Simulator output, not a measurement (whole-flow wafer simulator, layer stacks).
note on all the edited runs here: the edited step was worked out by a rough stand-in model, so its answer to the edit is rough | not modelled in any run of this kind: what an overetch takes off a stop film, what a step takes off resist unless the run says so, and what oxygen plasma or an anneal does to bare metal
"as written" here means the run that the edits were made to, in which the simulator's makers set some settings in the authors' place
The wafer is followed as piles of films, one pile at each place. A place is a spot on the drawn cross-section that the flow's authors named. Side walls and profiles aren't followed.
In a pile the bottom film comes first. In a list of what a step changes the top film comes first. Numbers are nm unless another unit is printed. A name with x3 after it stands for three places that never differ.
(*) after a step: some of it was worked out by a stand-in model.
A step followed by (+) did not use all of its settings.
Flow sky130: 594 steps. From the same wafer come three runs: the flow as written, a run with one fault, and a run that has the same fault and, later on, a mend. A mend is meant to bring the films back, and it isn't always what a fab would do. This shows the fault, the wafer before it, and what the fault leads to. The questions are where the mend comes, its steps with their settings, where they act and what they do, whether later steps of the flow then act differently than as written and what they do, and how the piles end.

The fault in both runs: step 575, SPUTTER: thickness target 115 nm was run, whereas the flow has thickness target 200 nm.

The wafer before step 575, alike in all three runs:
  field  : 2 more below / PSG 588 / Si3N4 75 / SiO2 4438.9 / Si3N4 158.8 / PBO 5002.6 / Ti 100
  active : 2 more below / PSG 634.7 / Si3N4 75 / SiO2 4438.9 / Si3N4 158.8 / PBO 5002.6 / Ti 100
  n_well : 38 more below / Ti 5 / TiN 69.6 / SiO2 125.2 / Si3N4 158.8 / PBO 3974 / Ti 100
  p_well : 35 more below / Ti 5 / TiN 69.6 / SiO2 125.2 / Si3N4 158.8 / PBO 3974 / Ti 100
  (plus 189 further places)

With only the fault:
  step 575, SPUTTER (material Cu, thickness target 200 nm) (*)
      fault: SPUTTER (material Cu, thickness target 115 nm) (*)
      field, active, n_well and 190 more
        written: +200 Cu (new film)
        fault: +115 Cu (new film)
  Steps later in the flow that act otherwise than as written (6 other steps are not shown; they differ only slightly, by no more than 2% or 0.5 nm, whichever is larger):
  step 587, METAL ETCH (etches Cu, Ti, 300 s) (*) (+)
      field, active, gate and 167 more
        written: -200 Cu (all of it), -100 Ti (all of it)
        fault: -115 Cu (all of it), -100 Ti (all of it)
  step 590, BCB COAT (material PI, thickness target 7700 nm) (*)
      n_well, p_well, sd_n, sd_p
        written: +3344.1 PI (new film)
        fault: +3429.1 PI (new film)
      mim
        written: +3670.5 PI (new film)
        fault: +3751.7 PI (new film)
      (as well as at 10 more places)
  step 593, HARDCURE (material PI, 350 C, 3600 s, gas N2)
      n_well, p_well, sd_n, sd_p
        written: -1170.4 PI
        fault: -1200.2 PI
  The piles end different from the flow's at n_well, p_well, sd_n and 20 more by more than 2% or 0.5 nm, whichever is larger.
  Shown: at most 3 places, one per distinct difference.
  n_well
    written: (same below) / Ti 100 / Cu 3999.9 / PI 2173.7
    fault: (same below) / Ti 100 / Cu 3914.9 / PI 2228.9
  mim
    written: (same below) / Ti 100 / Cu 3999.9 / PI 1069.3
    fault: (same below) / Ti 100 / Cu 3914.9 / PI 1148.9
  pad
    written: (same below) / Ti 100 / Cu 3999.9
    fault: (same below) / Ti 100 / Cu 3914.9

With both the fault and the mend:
  The mend follows step 575.
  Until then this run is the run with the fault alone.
  step 575a, SPUTTER (material Cu, thickness target 85 nm) (*) (a further turn of the flow's step 575, with different settings)
      field, active, n_well and 190 more
        +85 Cu
  Every later step of the flow that is run acts as written at every place that is followed.
  By the end, the piles equal the flow's at every place that both follow.
